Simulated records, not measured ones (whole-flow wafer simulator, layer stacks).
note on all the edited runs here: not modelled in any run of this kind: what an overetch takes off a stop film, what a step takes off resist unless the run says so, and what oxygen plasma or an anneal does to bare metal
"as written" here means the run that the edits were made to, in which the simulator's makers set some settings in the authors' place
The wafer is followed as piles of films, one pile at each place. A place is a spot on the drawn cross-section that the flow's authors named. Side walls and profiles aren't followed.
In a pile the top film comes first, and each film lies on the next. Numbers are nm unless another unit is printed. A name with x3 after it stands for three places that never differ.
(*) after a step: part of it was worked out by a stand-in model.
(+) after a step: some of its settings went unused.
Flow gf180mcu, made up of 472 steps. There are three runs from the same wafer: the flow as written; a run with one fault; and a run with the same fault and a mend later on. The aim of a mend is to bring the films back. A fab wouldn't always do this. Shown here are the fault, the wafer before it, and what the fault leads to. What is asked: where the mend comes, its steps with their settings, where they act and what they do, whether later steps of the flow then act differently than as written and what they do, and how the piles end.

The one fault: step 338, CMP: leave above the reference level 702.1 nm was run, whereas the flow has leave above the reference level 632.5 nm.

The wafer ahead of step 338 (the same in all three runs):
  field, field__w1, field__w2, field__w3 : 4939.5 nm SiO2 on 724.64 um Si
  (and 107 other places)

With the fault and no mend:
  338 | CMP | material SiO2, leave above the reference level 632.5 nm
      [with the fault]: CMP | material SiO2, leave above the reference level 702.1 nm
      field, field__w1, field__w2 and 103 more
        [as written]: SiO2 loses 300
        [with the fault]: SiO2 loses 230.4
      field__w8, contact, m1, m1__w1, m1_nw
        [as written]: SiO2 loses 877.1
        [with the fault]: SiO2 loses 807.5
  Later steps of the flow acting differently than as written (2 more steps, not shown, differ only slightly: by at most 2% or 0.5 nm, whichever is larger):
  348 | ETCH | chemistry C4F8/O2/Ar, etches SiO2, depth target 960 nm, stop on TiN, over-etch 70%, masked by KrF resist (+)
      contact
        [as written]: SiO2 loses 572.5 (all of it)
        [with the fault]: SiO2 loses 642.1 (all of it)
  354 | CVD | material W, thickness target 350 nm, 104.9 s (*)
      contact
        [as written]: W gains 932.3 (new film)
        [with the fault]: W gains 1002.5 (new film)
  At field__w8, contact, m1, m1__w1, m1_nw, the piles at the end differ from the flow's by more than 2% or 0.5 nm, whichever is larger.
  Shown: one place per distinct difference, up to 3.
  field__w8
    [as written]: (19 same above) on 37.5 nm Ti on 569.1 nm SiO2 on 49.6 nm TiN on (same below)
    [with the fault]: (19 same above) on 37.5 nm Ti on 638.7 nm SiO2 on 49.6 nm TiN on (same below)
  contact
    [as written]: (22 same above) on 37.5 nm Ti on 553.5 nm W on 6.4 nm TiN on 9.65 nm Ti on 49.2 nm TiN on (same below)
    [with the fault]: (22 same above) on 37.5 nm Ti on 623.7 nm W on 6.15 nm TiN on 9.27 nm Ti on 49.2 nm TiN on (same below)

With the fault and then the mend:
  The mend follows step 338.
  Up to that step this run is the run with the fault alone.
  338a | CMP | material SiO2, leave above the reference level 632.5 nm (a further turn of the flow's step 338)
      field, field__w1, field__w2 and 108 more
        SiO2 loses 69.6
  None of the later steps of the flow acts differently than as written at any place that is followed.
  The piles end the same as the flow's at every place that both follow.
